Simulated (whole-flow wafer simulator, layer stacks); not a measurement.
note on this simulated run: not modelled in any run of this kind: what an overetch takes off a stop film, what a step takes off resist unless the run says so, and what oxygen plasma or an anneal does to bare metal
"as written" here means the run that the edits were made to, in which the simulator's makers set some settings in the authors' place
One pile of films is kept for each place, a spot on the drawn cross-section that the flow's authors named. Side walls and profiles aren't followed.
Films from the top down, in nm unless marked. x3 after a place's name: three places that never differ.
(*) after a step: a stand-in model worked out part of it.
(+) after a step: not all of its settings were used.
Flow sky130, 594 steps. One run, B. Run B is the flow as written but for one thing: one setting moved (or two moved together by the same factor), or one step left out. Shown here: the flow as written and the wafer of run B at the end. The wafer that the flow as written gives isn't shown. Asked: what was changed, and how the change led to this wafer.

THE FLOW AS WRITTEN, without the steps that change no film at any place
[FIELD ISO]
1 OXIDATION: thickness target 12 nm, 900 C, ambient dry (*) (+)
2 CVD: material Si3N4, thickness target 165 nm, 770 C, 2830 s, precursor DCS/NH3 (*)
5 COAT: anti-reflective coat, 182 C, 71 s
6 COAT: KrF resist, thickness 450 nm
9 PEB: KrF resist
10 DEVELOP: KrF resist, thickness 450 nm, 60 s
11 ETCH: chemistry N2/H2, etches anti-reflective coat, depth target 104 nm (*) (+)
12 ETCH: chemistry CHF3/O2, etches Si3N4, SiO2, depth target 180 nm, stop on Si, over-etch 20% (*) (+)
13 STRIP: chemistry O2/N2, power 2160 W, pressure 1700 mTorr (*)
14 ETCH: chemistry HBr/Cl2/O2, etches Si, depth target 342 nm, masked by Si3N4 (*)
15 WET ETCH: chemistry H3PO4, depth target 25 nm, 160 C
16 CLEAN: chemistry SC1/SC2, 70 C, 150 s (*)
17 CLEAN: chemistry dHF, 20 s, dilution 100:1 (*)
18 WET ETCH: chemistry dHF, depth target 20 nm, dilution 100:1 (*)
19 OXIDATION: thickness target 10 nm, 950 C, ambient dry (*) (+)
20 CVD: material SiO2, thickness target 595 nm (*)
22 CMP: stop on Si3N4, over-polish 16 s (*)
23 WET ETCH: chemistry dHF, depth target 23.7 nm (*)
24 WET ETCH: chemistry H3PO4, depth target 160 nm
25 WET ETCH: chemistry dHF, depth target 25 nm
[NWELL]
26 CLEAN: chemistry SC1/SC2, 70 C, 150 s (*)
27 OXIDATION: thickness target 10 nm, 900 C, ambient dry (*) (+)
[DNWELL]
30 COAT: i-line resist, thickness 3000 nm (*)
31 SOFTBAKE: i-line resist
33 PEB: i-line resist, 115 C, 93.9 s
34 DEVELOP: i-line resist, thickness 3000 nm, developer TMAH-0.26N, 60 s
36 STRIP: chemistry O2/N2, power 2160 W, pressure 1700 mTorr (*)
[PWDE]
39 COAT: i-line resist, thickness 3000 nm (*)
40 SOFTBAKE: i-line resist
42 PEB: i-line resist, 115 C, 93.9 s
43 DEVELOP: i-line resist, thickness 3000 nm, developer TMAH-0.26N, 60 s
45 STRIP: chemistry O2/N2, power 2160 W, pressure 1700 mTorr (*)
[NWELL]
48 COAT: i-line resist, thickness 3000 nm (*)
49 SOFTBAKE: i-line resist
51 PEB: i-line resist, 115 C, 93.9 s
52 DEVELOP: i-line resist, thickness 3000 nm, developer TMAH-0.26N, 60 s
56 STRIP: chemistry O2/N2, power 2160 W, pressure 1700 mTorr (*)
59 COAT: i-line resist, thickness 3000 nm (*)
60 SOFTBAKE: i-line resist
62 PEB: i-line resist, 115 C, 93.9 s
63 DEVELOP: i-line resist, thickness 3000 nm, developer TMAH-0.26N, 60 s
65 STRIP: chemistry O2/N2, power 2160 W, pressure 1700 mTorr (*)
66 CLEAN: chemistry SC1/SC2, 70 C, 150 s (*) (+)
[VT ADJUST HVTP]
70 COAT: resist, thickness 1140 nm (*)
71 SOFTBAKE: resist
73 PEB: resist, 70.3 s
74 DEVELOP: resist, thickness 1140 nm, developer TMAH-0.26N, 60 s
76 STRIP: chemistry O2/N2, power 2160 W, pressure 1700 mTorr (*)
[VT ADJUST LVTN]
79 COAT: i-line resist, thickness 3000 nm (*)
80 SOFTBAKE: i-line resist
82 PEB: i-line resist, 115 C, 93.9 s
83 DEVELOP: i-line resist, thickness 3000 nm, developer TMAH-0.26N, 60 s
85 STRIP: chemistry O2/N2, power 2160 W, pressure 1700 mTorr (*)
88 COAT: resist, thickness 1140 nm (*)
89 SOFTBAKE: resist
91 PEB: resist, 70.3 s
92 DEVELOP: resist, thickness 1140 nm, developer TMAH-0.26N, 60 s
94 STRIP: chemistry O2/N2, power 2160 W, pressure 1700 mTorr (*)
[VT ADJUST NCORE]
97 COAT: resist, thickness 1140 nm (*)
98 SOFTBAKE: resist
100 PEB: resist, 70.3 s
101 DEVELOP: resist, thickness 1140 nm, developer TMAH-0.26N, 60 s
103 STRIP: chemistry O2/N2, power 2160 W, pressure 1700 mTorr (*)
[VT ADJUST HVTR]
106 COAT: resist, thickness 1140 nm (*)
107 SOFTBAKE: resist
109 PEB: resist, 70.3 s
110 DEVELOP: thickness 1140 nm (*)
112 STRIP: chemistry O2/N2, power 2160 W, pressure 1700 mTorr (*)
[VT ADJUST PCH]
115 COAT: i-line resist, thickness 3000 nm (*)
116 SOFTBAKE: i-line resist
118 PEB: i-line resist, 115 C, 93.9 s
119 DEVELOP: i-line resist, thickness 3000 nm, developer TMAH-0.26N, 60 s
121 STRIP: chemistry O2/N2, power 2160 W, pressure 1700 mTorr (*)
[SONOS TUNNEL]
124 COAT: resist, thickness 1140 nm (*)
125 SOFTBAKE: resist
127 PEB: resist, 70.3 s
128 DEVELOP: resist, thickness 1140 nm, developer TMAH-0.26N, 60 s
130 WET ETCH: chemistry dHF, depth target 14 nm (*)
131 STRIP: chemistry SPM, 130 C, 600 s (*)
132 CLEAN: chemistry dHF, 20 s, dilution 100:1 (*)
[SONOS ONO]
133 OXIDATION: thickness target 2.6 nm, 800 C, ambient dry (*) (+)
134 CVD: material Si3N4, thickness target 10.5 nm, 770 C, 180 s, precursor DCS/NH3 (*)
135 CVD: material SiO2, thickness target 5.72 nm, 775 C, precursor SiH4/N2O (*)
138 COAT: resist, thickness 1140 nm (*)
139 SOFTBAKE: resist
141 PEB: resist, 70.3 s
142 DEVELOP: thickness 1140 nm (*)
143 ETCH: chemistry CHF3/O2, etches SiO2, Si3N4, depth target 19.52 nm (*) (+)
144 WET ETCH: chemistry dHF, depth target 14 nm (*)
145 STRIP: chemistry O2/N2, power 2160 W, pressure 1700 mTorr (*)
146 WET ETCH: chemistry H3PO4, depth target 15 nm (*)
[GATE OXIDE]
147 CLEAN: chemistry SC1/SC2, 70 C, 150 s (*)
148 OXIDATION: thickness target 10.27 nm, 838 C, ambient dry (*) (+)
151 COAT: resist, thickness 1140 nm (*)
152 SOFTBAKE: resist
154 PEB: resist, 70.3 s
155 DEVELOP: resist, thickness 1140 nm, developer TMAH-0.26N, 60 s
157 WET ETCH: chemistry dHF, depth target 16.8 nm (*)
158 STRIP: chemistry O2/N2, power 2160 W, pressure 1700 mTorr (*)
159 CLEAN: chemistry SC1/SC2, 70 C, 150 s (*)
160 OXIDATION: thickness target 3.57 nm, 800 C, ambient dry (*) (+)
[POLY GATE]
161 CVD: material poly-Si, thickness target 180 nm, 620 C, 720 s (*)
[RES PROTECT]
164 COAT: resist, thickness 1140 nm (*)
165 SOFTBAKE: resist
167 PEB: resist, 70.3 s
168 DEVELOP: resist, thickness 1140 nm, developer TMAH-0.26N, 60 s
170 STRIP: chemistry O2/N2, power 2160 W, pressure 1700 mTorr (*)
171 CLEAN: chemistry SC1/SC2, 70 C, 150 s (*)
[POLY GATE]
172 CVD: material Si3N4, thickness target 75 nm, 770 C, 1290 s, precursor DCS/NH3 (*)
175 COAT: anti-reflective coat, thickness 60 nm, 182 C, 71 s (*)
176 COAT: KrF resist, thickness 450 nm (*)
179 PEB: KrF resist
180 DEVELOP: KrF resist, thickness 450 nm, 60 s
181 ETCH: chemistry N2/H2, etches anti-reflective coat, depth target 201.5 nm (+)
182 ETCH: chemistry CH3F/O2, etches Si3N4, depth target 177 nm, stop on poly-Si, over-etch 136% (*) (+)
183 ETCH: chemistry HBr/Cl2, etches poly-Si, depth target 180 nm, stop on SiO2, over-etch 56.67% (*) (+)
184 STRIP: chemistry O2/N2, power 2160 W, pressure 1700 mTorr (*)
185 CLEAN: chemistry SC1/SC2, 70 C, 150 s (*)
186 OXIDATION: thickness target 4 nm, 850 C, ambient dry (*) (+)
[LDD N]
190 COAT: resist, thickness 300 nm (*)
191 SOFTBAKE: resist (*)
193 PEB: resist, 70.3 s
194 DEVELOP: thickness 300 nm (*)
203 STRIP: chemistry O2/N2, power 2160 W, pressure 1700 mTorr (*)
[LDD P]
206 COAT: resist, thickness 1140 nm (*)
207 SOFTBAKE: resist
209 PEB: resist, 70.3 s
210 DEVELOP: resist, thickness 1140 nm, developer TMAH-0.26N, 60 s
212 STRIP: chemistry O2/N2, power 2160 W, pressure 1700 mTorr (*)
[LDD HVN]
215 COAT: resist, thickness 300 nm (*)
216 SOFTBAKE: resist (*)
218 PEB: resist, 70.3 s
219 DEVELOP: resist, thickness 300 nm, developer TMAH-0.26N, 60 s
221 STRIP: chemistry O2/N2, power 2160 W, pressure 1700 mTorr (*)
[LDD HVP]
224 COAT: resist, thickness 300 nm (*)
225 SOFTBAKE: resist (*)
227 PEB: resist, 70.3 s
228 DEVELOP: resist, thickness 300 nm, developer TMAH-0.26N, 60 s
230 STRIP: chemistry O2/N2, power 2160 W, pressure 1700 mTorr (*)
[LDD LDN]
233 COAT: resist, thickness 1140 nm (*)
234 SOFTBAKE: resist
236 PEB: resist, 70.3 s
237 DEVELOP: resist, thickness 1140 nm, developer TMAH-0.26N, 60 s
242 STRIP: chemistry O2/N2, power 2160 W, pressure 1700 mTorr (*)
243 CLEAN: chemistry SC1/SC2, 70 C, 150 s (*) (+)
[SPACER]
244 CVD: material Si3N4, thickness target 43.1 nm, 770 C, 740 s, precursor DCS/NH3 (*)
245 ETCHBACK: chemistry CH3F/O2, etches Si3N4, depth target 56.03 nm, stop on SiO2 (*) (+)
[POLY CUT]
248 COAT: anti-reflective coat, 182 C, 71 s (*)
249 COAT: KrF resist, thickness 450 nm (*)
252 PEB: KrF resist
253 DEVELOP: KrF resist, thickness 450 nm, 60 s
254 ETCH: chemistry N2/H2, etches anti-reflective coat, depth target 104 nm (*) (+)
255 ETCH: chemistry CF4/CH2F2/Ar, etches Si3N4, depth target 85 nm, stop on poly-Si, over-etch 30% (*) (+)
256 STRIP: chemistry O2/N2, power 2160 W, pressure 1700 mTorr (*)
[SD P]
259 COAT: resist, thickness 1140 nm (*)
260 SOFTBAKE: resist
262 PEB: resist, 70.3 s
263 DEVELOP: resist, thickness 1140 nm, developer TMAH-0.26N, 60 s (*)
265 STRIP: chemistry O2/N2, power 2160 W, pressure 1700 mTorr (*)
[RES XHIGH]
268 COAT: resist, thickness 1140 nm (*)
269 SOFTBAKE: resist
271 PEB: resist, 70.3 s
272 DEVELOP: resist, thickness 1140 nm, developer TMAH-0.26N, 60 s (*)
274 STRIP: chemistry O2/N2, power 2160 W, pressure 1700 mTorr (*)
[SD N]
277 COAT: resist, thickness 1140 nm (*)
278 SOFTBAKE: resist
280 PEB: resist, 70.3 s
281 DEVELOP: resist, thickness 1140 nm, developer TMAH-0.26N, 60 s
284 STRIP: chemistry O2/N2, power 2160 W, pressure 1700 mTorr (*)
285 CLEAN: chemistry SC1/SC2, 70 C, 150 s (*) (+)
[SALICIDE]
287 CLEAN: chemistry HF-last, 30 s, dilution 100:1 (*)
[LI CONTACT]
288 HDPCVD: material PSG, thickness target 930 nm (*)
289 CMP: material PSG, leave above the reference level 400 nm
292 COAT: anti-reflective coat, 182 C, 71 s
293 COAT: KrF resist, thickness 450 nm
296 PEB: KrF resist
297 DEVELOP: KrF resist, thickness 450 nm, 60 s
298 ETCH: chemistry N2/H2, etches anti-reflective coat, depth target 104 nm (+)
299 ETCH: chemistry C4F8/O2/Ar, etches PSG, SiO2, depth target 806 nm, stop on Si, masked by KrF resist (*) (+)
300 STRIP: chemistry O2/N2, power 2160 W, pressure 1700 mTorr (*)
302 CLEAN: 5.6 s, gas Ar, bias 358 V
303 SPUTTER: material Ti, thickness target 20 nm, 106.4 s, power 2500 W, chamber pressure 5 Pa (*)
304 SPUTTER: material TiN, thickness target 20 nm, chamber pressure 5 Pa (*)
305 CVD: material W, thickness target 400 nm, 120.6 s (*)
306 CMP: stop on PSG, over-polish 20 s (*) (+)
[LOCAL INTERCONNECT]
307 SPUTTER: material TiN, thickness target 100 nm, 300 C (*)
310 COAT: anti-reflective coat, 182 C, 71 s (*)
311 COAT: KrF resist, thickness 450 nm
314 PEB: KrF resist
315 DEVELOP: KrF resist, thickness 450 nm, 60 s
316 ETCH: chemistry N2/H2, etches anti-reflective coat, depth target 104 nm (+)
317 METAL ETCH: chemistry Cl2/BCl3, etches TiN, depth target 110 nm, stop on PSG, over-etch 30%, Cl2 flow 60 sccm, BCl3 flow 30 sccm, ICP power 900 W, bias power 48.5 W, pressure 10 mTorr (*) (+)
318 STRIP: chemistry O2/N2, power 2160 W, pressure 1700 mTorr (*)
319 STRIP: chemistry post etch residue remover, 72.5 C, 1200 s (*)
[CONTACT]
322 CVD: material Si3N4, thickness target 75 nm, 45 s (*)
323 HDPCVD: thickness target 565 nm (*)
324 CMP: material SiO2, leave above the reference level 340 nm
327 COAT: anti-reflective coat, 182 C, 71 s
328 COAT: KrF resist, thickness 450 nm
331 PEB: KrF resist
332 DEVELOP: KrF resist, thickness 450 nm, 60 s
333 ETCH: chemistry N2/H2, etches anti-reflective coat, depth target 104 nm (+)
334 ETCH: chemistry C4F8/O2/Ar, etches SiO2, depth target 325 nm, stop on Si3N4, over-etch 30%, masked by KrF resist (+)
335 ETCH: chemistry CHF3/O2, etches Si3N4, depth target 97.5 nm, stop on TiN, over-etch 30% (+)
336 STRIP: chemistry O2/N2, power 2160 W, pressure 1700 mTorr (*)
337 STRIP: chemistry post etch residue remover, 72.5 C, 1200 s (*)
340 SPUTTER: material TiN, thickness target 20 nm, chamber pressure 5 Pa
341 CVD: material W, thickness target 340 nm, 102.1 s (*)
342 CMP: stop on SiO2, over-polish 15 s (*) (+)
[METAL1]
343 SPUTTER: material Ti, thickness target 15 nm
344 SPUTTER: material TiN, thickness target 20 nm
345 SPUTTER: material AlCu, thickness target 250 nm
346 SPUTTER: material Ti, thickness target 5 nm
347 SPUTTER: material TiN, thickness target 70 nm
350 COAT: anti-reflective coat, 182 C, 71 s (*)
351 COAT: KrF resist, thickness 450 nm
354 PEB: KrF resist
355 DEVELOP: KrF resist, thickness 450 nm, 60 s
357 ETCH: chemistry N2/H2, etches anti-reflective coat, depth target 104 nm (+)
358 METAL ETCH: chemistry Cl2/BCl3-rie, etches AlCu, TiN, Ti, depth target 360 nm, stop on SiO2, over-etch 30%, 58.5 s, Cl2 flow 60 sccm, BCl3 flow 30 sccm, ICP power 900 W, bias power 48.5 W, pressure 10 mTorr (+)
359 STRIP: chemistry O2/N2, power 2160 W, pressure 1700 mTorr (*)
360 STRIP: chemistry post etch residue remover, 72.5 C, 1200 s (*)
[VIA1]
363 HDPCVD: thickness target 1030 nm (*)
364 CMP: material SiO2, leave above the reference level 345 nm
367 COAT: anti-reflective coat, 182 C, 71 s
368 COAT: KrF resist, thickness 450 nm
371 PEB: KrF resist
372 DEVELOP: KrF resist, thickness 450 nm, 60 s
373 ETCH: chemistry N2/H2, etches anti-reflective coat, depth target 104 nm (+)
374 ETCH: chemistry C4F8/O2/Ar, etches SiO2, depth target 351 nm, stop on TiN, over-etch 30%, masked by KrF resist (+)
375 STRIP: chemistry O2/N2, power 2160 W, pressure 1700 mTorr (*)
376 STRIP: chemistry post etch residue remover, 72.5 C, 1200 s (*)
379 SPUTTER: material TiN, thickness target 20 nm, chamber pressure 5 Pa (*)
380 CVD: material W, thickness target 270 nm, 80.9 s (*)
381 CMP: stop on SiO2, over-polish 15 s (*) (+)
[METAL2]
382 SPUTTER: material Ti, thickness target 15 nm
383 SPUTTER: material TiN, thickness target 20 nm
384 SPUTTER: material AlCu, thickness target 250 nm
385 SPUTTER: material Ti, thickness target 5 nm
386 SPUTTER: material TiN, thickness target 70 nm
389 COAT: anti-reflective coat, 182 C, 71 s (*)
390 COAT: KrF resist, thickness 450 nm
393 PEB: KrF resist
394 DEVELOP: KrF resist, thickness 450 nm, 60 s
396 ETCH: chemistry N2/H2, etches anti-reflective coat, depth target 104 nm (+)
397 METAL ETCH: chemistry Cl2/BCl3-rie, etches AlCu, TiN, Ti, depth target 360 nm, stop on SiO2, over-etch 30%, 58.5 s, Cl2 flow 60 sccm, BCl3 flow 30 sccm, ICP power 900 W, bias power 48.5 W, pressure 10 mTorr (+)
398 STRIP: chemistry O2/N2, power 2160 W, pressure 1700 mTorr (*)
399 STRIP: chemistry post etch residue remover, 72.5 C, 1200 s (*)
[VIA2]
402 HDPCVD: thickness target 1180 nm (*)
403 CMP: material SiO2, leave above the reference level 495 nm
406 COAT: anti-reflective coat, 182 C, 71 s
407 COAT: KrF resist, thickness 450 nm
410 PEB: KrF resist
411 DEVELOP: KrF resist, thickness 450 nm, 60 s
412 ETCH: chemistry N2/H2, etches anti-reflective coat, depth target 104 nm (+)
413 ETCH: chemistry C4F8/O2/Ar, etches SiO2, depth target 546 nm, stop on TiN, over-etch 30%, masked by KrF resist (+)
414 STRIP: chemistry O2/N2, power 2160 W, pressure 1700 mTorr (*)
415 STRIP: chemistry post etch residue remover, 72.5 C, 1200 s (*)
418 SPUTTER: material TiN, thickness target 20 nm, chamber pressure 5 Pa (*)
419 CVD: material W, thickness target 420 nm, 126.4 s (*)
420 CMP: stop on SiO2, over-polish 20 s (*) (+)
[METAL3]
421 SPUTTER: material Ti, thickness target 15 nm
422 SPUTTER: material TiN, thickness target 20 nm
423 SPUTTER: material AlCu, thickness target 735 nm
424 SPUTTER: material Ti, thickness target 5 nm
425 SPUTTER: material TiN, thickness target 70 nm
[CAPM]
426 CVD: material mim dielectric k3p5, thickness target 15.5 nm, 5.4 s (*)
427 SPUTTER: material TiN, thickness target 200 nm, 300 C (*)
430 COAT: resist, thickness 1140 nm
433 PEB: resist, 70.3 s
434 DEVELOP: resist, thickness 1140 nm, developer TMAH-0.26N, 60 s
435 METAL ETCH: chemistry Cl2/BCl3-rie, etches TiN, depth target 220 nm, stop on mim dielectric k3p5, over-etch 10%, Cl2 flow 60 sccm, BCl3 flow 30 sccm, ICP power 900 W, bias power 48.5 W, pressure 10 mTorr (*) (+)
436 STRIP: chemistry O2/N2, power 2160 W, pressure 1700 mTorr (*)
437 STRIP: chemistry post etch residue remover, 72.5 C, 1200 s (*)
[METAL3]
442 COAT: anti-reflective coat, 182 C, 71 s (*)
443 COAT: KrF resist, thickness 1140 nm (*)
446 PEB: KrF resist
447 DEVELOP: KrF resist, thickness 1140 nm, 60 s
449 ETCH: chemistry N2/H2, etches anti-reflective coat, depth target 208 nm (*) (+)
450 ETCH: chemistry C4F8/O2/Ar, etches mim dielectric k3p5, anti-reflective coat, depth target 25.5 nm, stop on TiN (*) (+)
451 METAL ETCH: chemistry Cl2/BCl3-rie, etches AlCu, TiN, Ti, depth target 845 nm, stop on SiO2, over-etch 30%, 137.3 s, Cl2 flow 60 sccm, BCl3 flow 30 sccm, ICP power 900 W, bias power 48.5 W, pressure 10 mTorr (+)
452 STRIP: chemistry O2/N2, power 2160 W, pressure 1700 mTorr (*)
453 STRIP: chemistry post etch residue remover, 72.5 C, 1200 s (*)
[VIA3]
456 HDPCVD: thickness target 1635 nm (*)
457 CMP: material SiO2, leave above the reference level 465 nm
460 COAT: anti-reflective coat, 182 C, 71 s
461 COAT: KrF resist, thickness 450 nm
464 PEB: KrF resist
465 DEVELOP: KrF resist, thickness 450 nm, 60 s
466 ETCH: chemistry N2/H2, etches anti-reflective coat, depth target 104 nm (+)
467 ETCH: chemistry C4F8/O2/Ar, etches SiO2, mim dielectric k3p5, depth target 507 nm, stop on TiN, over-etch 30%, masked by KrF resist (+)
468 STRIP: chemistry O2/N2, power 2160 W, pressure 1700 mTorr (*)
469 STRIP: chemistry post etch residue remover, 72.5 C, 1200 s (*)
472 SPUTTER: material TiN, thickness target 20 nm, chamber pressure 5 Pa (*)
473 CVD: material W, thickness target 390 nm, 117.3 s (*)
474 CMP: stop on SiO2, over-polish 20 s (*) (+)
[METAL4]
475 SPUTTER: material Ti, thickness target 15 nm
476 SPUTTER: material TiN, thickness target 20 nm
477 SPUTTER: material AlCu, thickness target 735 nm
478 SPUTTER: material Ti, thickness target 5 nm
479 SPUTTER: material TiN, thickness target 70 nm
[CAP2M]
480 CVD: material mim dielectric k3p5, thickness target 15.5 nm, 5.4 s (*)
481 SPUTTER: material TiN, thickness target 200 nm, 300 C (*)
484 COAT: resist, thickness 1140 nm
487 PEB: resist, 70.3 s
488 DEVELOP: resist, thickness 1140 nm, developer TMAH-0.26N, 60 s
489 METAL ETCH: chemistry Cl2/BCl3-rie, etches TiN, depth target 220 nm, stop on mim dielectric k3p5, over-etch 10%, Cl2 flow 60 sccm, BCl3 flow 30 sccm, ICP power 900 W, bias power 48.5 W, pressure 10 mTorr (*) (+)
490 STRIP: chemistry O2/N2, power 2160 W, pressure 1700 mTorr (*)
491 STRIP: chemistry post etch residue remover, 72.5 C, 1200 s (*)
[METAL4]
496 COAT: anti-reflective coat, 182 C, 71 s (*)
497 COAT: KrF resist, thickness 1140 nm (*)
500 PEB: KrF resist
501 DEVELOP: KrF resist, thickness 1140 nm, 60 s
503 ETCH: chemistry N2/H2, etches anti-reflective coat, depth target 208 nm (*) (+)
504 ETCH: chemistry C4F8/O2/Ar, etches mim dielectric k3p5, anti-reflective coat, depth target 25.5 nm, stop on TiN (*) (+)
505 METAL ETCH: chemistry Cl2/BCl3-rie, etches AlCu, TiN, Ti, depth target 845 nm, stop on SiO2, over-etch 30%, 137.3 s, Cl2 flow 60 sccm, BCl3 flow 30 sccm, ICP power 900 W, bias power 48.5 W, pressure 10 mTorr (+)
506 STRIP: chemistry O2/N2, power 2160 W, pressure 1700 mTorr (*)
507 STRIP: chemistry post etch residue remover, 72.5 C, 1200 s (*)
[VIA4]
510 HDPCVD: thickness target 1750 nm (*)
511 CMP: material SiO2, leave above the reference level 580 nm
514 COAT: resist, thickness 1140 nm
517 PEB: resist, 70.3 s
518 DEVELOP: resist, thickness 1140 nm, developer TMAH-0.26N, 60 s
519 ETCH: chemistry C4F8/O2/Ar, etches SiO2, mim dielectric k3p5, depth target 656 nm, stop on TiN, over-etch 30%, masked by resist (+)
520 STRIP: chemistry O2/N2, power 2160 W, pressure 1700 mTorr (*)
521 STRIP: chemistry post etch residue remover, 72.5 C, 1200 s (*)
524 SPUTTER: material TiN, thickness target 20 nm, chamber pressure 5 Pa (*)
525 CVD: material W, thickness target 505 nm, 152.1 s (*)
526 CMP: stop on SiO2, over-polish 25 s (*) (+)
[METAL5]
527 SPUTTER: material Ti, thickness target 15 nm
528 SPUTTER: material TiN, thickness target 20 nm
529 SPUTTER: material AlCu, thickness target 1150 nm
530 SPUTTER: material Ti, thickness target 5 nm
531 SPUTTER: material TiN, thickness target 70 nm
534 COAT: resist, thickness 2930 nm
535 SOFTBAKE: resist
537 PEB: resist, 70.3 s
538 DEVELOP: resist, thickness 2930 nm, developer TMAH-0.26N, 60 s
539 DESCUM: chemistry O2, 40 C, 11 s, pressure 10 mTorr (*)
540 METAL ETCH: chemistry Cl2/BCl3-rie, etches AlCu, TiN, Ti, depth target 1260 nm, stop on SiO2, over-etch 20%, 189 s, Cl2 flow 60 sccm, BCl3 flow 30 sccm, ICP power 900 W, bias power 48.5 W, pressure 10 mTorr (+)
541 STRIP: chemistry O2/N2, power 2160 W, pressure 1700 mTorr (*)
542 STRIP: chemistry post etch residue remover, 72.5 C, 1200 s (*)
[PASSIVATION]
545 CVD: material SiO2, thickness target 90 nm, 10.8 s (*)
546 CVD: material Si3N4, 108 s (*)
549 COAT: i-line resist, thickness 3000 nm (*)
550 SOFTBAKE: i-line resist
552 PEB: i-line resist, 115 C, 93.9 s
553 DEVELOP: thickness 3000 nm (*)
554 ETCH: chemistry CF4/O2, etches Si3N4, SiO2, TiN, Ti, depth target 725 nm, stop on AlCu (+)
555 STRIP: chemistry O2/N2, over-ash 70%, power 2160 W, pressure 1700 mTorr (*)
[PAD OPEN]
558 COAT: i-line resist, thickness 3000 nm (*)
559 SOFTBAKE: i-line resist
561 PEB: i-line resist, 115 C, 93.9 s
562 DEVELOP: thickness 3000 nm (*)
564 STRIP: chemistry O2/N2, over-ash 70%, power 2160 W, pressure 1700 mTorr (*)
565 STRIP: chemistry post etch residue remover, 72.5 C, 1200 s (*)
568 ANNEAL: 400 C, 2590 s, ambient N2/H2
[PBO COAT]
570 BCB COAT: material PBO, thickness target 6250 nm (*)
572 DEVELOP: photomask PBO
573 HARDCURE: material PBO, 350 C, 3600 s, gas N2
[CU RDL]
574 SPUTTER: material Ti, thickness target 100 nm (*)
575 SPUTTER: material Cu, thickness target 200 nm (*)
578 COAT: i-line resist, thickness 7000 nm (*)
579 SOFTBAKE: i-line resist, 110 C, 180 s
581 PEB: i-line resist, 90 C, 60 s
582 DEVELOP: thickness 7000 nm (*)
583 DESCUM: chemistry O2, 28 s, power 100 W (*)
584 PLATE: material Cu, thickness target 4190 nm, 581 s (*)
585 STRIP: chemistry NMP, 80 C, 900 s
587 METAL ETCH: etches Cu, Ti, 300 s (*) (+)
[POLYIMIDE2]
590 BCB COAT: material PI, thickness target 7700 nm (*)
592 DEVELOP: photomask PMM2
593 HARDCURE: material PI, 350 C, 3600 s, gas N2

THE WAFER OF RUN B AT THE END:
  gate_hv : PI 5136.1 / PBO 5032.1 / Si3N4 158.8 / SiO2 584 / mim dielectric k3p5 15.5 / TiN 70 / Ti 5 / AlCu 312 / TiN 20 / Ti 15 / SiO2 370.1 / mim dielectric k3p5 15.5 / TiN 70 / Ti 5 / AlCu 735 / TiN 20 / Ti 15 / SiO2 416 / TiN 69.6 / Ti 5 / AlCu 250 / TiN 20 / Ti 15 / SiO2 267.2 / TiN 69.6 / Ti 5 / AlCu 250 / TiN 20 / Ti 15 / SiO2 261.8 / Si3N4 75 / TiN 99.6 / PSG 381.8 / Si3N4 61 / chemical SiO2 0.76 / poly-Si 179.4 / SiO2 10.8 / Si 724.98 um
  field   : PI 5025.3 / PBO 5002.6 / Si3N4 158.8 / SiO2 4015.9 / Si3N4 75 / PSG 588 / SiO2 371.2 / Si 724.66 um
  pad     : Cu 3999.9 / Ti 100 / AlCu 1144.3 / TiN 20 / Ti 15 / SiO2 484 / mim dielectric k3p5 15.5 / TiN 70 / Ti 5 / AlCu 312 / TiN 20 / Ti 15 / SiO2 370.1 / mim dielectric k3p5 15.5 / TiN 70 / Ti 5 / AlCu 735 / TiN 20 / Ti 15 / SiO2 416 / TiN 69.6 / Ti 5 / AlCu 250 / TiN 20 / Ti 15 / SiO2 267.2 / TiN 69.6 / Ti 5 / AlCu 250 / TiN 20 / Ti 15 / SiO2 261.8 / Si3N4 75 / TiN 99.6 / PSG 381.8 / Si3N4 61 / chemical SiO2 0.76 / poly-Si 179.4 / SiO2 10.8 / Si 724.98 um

The cause: step 477, SPUTTER: thickness target 312 nm was run, where the flow has thickness target 735 nm.
It can be read off the wafer: gate_hv has AlCu 312, and step 477 as written asks for 735 nm.

How the change led to this, step by step:
  477 SPUTTER: material AlCu, thickness target 735 nm
      field, active, n_well and 189 more: AlCu +312 (new film) (as written it would be: AlCu +735 (new film))
  505 METAL ETCH: chemistry Cl2/BCl3-rie, etches AlCu, TiN, Ti, depth target 845 nm, stop on SiO2, over-etch 30%, 137.3 s, Cl2 flow 60 sccm, BCl3 flow 30 sccm, ICP power 900 W, bias power 48.5 W, pressure 10 mTorr (+)
      field, gate, spacer and 64 more: TiN -70 (all of it), Ti -5 (all of it), AlCu -312 (all of it), TiN -20 (all of it), Ti -15 (all of it), SiO2 -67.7 (as written it would be: TiN -70 (all of it), Ti -5 (all of it), AlCu -735 (all of it), TiN -20 (all of it), Ti -15 (all of it), SiO2 -25.4)
      vpp_iso1, m1_ln, rpo_hd and 6 more: TiN -70 (all of it), Ti -5 (all of it), AlCu -312 (all of it), TiN -20 (all of it), Ti -15 (all of it), SiO2 -67.6 (as written it would be: TiN -70 (all of it), Ti -5 (all of it), AlCu -735 (all of it), TiN -20 (all of it), Ti -15 (all of it), SiO2 -25.3)
      (and at 12 more places)
  511 CMP: material SiO2, leave above the reference level 580 nm
      field, active, gate and 76 more: SiO2 -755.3 (as written it would be: SiO2 -374.7)
      iso_guard__w1, mim_edge_gap, vpp_l1ln, vpp_m3ln, via2_enc: SiO2 -755.4 (as written it would be: SiO2 -374.6)
      (and at 4 more places)
